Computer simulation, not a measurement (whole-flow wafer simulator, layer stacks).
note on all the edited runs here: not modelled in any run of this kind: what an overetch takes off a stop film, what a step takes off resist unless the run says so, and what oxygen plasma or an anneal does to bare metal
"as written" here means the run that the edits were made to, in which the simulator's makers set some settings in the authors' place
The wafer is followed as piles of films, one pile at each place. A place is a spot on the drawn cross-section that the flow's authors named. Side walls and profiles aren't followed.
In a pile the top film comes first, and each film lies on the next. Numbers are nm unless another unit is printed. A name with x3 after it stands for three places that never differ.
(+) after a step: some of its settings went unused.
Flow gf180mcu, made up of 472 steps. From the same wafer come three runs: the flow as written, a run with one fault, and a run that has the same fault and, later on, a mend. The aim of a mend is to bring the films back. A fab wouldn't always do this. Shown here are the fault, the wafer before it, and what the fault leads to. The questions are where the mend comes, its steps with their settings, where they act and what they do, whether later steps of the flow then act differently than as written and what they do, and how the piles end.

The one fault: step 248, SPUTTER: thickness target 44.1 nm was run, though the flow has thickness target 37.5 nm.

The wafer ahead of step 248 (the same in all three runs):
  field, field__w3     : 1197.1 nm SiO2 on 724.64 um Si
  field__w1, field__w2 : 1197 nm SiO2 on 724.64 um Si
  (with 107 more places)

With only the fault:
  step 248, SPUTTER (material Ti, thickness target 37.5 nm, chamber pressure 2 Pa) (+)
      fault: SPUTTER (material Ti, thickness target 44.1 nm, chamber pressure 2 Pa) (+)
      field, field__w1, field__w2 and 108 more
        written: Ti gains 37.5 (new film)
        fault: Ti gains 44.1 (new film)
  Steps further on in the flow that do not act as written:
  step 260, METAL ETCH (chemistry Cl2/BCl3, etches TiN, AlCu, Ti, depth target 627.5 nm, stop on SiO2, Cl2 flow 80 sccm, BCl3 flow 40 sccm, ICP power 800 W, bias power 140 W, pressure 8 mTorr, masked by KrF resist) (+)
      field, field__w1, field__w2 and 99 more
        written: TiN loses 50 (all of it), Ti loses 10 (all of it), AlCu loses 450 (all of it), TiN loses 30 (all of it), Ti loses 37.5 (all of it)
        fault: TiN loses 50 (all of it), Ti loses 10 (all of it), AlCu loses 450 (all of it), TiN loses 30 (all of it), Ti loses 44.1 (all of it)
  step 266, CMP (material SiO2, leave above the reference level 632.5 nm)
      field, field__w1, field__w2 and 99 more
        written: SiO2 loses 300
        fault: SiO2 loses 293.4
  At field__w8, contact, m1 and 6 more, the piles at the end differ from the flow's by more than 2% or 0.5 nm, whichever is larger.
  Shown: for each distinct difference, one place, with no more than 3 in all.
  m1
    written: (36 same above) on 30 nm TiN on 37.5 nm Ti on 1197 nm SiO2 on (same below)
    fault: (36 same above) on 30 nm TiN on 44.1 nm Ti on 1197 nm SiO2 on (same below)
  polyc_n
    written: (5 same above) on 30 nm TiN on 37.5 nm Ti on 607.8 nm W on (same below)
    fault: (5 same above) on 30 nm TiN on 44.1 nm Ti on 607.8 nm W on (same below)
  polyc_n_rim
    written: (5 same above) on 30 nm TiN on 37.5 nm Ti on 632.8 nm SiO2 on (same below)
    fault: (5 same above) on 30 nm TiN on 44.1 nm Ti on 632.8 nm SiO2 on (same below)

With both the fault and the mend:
  After step 248 comes the mend.
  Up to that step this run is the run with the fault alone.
  step 248a, METAL ETCH (chemistry Cl2/BCl3, etches TiN, AlCu, Ti, depth target 6.6 nm, Cl2 flow 80 sccm, BCl3 flow 40 sccm, ICP power 800 W, bias power 140 W, pressure 8 mTorr)
      field, field__w1, field__w2 and 108 more
        Ti loses 6.6
  Later steps of the flow that are run all act as written at every place that is followed.
  By the end, the piles equal the flow's at every place that both follow.
